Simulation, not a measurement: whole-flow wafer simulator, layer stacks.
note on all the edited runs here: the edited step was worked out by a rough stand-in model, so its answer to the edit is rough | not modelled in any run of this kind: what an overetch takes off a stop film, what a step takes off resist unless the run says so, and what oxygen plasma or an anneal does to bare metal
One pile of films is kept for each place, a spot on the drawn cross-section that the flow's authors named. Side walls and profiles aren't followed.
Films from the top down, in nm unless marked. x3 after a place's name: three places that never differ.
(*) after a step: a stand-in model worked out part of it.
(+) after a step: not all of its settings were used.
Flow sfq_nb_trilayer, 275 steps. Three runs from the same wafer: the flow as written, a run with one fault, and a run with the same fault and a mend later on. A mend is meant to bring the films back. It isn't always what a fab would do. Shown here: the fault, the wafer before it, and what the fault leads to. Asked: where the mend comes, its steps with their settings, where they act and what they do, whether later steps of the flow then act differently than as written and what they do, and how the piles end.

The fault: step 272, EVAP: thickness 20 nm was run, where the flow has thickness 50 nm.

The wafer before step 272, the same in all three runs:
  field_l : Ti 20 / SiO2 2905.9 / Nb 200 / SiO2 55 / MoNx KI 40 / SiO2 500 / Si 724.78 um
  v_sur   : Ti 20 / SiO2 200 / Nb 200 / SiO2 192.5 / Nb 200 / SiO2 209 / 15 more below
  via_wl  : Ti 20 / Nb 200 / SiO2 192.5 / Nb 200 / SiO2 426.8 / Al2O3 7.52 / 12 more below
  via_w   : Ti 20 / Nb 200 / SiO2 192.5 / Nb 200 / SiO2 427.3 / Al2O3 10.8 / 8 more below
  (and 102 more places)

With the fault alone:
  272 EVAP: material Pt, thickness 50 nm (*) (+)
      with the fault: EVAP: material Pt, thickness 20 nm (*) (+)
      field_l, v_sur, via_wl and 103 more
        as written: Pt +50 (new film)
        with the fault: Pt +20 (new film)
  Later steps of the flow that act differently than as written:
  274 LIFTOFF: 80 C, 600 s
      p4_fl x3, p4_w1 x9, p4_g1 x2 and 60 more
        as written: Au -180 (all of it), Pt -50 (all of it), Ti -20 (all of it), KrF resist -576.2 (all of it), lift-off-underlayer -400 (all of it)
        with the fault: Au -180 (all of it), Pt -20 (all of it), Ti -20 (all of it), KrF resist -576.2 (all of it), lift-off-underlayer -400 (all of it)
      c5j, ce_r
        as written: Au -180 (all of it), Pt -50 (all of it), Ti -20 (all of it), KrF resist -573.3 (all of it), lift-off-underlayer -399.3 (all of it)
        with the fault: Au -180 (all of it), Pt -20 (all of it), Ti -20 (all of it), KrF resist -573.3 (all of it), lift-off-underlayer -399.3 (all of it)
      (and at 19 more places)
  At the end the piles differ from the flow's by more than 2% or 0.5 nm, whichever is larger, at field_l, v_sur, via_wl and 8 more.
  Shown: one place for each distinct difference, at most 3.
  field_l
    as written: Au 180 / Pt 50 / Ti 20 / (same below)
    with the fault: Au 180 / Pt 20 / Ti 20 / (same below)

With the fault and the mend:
  The mend comes after step 272.
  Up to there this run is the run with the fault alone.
  272a EVAP: material Pt, thickness 30 nm (*) (+) (the flow's step 272 once more, with other settings)
      field_l, v_sur, via_wl and 103 more
        Pt +30
  No later step of the flow acts differently than as written at any place that is followed.
  At the end the piles are the same as the flow's at every place that both follow.
